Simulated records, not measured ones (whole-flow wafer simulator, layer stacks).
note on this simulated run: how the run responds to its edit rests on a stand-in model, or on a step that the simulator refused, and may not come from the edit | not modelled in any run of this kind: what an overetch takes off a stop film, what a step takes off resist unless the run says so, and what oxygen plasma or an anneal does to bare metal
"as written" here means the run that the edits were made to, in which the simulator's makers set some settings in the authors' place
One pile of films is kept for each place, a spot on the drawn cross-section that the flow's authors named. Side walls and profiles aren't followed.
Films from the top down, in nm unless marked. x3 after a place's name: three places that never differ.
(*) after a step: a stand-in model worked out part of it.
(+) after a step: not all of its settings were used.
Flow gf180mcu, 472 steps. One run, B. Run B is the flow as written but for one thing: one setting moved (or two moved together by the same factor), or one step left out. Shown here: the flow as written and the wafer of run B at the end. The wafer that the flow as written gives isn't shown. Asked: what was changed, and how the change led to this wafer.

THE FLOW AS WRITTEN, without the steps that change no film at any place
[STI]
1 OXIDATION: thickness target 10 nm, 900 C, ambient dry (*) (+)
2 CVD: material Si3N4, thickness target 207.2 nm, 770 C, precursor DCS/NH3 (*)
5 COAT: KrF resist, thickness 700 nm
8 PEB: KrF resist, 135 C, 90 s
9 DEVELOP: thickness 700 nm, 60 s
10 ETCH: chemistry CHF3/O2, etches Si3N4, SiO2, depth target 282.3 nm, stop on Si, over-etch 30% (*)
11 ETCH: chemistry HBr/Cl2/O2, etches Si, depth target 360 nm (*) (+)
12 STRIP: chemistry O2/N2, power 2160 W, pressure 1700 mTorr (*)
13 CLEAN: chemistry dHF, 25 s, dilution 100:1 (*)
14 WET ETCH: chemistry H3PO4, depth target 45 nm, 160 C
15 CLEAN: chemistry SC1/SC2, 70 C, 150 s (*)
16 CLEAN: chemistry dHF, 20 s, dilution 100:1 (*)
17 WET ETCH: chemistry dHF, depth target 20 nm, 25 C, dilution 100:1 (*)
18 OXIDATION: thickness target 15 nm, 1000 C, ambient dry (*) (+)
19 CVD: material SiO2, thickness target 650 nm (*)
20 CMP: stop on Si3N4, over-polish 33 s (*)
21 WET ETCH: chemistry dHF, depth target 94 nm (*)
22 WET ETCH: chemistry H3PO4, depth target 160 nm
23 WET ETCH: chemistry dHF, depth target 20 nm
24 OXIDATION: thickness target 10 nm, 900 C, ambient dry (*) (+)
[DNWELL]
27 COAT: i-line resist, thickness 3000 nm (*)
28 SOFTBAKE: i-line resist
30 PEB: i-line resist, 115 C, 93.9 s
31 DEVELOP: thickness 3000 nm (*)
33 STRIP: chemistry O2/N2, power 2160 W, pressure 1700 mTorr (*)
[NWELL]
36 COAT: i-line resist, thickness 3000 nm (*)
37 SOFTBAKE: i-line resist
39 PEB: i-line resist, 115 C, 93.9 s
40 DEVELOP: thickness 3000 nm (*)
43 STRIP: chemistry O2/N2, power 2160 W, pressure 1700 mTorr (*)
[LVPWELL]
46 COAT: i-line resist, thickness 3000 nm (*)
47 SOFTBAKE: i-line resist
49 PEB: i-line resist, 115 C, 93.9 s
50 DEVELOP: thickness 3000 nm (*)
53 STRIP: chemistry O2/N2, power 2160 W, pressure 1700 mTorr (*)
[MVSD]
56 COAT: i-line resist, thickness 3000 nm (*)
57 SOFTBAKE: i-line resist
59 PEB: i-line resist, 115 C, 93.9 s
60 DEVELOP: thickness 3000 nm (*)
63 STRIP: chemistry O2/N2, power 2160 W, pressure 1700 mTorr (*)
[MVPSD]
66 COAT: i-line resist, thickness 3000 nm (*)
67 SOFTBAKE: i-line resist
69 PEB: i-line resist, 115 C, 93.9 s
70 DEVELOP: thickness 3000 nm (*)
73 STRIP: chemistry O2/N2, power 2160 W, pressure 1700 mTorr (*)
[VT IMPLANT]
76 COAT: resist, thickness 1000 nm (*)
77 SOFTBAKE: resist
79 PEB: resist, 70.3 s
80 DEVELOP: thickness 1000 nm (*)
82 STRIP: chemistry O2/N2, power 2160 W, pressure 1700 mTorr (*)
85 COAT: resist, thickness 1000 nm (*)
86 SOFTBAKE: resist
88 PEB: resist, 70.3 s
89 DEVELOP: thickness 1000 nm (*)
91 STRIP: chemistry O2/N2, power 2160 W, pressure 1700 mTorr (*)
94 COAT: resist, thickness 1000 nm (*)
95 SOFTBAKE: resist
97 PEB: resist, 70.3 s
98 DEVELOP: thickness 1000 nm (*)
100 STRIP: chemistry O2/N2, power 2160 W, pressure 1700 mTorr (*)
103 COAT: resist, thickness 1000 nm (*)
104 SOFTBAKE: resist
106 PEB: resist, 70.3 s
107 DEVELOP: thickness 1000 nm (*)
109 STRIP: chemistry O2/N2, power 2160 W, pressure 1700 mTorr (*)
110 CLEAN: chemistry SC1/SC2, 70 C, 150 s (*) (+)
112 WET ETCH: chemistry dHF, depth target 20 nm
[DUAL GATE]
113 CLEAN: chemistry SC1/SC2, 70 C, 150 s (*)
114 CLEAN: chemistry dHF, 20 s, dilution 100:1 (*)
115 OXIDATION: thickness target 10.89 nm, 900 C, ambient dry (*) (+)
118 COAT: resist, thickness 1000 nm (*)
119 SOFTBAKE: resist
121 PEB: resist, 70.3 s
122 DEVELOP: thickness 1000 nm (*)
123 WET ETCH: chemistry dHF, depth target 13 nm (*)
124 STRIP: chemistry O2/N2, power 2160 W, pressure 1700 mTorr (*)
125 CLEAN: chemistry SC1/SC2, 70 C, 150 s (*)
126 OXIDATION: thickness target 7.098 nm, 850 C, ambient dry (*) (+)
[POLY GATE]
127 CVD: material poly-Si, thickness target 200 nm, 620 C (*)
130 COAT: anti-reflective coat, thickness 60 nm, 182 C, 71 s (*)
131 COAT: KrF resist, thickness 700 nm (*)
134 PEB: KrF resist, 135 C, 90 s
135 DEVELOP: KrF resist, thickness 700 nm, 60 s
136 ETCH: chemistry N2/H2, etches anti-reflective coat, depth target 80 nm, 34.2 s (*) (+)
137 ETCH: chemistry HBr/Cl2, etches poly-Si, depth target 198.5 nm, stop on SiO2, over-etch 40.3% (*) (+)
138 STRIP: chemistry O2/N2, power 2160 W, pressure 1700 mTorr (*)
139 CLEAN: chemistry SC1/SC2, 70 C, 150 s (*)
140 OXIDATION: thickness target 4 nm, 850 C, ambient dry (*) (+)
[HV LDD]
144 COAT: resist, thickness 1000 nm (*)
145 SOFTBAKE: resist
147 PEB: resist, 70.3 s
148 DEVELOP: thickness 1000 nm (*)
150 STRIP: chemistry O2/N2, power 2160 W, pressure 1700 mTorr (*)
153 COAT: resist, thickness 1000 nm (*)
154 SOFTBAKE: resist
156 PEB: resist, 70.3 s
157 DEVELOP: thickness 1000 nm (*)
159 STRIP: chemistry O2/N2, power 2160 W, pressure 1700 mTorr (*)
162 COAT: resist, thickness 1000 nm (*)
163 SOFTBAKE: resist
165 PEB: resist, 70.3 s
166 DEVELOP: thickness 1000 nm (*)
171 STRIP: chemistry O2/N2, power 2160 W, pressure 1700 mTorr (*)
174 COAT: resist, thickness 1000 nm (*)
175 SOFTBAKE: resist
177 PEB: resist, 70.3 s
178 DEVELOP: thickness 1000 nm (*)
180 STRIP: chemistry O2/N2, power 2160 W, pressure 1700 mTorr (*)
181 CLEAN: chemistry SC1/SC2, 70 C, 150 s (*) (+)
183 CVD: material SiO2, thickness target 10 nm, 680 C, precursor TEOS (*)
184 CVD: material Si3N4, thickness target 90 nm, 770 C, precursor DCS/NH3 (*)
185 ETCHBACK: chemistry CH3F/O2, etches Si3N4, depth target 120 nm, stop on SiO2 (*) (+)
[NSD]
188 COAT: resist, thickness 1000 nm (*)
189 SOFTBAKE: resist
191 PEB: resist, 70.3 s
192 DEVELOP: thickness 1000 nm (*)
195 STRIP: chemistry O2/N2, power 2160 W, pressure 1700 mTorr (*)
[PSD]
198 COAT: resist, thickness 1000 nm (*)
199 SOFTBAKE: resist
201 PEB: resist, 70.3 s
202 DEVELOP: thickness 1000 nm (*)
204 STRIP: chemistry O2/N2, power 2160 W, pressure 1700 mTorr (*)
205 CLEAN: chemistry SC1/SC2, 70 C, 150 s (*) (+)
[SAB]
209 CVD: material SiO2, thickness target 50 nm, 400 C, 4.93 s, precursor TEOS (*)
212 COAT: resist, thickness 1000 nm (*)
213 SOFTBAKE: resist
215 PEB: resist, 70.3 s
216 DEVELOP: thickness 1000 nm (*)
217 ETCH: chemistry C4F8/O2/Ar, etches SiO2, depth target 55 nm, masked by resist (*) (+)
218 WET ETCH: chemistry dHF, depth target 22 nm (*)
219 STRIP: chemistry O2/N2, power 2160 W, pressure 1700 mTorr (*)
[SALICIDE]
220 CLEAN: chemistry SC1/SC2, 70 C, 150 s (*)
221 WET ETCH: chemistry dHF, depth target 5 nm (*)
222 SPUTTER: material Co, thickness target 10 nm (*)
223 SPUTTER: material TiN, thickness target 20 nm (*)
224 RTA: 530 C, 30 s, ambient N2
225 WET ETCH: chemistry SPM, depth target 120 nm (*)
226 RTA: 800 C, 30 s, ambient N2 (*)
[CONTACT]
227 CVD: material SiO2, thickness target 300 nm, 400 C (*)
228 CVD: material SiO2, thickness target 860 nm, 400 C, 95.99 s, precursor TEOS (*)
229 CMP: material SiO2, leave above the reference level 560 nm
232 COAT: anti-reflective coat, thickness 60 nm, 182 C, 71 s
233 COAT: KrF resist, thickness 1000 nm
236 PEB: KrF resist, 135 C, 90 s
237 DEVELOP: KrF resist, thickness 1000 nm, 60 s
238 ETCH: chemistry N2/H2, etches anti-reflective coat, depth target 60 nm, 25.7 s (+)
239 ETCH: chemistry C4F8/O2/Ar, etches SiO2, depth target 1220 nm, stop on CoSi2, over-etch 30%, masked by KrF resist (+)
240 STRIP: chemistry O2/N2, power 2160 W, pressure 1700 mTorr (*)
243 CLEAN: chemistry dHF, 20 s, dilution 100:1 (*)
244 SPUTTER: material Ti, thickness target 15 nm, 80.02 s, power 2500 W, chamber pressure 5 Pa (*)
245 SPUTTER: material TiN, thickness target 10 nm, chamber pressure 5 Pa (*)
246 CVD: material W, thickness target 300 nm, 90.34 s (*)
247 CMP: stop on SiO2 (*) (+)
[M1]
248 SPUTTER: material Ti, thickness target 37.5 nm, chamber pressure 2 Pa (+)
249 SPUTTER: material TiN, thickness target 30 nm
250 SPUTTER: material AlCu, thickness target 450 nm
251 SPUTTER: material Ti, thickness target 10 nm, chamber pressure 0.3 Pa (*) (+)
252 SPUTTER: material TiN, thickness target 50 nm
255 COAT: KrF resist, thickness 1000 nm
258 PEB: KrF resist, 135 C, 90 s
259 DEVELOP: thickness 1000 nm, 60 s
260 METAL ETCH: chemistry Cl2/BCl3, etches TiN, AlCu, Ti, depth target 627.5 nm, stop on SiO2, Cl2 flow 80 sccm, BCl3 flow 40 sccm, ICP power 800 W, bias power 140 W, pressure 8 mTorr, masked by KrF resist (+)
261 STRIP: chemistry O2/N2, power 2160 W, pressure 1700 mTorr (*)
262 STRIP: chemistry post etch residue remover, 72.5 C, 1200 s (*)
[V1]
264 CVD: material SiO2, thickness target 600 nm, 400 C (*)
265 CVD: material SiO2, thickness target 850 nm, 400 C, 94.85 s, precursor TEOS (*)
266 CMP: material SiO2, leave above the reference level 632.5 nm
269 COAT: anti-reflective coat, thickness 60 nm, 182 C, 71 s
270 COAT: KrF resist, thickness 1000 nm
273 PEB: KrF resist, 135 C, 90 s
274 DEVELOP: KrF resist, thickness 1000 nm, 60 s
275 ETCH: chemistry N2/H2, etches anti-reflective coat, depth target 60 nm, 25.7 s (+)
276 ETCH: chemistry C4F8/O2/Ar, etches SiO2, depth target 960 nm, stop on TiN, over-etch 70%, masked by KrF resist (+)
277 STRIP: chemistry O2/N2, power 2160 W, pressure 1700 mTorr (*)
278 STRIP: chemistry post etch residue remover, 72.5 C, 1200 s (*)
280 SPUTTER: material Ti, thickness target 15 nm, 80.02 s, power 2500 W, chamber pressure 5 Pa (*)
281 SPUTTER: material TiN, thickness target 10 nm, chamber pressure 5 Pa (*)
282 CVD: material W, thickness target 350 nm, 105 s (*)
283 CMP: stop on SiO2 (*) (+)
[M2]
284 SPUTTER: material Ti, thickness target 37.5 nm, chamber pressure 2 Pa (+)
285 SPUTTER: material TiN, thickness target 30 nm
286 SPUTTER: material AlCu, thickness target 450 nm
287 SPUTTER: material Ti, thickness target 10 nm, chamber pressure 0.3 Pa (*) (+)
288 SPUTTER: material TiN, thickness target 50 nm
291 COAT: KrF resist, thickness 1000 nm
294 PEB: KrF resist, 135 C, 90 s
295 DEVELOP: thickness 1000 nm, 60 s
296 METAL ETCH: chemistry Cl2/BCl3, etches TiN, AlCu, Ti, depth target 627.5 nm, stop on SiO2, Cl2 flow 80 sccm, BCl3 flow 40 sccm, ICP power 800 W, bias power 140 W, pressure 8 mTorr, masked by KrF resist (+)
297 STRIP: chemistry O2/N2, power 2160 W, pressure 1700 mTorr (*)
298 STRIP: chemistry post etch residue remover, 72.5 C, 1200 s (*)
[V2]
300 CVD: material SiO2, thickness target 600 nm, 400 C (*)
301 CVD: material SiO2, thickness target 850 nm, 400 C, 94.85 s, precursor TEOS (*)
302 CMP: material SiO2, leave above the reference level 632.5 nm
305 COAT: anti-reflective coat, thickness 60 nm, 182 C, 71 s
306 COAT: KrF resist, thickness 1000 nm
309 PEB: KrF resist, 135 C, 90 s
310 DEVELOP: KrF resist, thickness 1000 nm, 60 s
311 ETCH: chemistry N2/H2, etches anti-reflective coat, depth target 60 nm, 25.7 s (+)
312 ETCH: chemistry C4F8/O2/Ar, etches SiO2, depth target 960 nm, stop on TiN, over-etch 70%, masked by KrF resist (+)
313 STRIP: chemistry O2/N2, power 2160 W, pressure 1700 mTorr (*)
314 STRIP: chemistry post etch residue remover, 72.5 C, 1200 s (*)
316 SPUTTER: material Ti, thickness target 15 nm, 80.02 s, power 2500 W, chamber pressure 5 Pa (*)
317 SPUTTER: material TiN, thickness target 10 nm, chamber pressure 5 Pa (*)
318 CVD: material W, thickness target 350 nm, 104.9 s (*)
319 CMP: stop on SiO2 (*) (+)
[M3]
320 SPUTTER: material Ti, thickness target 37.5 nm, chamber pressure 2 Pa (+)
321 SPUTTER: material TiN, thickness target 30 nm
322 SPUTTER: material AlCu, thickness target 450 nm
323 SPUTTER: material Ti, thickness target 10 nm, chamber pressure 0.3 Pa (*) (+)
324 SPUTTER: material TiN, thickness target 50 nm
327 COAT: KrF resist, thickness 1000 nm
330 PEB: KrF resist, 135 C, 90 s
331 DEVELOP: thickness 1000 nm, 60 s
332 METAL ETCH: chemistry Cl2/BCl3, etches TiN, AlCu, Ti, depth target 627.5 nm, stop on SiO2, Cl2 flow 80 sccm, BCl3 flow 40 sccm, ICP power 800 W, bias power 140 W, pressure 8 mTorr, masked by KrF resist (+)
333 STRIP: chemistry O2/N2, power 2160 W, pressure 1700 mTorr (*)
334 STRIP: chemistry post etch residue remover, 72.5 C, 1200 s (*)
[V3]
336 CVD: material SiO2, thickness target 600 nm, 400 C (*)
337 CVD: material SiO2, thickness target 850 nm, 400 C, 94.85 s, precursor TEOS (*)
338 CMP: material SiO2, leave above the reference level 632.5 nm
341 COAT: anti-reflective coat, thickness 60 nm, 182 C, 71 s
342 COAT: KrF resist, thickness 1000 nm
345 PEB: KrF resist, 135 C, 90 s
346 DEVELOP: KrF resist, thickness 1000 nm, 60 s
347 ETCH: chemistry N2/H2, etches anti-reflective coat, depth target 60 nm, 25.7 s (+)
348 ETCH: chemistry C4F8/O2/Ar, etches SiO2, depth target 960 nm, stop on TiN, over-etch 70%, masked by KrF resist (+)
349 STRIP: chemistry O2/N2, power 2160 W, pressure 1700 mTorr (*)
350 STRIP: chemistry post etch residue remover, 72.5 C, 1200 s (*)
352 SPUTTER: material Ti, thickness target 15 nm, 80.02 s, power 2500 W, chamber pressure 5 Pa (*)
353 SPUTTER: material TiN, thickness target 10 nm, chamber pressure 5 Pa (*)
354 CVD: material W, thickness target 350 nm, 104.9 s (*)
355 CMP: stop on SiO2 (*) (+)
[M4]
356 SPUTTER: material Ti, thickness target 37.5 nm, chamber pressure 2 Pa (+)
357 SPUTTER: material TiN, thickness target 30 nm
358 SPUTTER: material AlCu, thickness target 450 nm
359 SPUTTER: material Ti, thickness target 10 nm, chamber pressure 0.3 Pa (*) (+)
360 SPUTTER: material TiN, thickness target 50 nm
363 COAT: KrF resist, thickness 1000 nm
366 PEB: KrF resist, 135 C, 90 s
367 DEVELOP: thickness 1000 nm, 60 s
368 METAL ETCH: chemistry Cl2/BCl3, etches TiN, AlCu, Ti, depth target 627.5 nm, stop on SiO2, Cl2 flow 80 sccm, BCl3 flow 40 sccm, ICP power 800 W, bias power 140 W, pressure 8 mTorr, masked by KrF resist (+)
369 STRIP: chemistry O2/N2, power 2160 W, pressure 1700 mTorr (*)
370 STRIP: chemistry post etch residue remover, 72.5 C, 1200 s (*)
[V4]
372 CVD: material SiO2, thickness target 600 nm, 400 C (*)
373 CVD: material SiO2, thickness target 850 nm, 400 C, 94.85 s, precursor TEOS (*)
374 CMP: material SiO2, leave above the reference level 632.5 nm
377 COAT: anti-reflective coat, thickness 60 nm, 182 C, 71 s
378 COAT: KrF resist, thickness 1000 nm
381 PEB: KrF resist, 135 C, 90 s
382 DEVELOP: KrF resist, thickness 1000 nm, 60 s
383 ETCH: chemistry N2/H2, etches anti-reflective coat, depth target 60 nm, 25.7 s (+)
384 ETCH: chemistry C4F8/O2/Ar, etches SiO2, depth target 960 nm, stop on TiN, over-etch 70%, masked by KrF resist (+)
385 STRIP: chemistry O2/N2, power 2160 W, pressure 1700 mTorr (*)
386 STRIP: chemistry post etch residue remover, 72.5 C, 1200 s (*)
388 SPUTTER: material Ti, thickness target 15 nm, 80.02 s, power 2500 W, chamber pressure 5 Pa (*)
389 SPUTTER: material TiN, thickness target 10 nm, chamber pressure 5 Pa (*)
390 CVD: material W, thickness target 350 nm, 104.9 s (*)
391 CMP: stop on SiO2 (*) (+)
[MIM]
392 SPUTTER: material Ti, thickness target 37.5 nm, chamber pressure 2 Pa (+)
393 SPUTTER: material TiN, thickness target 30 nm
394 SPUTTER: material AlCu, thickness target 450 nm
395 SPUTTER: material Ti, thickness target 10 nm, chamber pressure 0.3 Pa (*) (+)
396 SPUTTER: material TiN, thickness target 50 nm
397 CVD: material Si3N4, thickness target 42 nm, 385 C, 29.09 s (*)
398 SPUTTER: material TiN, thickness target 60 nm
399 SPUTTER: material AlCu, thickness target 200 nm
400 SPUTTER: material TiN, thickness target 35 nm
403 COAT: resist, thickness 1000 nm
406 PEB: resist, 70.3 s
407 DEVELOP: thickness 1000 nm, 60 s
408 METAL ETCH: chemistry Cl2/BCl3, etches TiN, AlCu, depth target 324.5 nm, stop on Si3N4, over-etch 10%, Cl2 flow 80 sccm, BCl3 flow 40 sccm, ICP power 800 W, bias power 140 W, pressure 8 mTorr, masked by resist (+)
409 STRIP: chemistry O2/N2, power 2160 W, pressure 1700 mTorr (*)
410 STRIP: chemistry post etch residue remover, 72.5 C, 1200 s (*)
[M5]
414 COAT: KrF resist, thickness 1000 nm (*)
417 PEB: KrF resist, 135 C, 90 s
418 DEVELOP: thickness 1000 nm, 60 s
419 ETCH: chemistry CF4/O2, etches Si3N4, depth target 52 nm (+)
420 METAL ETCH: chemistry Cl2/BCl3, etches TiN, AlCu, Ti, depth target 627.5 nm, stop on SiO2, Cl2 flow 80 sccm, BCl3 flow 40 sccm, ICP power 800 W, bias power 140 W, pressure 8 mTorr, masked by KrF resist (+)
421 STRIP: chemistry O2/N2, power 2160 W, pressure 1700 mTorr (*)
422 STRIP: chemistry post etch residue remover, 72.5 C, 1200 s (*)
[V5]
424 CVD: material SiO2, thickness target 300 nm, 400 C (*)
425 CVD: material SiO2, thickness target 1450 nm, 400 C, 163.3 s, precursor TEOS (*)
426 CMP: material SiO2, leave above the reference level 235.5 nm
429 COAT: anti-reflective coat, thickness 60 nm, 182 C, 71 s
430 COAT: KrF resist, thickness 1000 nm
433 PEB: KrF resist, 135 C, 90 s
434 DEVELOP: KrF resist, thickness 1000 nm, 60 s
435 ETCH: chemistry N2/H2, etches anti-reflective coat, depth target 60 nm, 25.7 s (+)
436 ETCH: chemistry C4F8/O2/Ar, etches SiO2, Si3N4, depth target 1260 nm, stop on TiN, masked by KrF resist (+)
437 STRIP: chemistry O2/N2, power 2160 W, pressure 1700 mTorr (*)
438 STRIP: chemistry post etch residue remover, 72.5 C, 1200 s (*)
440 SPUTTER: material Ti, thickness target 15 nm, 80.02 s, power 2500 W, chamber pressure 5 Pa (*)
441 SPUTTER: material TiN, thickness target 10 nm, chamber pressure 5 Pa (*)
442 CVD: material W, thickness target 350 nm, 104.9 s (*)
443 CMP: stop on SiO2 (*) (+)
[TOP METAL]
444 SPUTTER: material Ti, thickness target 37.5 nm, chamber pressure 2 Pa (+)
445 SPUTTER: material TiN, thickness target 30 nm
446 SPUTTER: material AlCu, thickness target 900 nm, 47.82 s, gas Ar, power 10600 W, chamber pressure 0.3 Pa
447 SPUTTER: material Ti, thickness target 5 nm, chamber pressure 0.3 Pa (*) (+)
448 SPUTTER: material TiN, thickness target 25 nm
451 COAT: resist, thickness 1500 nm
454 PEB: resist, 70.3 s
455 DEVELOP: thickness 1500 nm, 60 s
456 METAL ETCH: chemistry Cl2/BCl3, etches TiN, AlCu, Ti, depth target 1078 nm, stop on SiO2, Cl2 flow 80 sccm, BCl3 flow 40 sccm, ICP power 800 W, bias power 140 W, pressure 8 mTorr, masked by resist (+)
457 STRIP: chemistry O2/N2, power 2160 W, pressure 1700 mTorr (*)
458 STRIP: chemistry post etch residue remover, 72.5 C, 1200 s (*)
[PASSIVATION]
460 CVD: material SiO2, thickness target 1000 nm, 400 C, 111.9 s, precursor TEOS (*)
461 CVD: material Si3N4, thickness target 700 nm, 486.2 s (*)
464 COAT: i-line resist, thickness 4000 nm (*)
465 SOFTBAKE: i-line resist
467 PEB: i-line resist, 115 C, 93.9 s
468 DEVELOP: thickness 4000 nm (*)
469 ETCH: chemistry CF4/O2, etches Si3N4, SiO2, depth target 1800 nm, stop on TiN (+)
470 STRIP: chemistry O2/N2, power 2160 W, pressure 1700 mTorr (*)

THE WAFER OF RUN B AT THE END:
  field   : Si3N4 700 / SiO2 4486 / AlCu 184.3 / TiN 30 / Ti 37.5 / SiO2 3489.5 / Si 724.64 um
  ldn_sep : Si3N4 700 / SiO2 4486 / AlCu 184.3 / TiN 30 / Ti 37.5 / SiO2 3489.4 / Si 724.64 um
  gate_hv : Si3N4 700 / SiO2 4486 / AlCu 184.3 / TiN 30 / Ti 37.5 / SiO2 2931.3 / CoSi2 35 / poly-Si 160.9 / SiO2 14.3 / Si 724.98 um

The cause: step 332, METAL ETCH: depth target 320 nm was run, where the flow has depth target 627.5 nm.

How the change led to this, step by step:
  332 METAL ETCH: chemistry Cl2/BCl3, etches TiN, AlCu, Ti, depth target 627.5 nm, stop on SiO2, Cl2 flow 80 sccm, BCl3 flow 40 sccm, ICP power 800 W, bias power 140 W, pressure 8 mTorr, masked by KrF resist (+)
      field, field__w1, field__w2 and 103 more: TiN -50 (all of it), Ti -10 (all of it), AlCu -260 (as written it would be: TiN -50 (all of it), Ti -10 (all of it), AlCu -450 (all of it), TiN -30 (all of it), Ti -37.5 (all of it))
      field__w8, contact, m1, m1__w1, m1_nw: KrF resist -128 (as written it would be: KrF resist -251)
  333 STRIP: chemistry O2/N2, power 2160 W, pressure 1700 mTorr (*)
      field__w8, contact, m1, m1__w1, m1_nw: KrF resist -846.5 (all of it) (as written it would be: KrF resist -723.5 (all of it))
  334 STRIP: chemistry post etch residue remover, 72.5 C, 1200 s (*)
      field, field__w1, field__w2 and 103 more: AlCu -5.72 (as written it would be: nothing)
  336 CVD: material SiO2, thickness target 600 nm, 400 C (*)
      field, field__w1, field__w2 and 103 more: SiO2 +600 (new film) (as written it would be: SiO2 +600)
  338 CMP: material SiO2, leave above the reference level 632.5 nm
      field, field__w1, field__w2 and 103 more: SiO2 -551.8 (as written it would be: SiO2 -300)
Counting metal films that touch as one body, field has 1 body; the flow as written gives 0 bodies.
Counting metal films that touch as one body, ldn_sep has 1 body; the flow as written gives 0 bodies.
Counting metal films that touch as one body, gate_hv has 2 bodies (between them, from the top down: SiO2 2931.3); the flow as written gives 1 body.
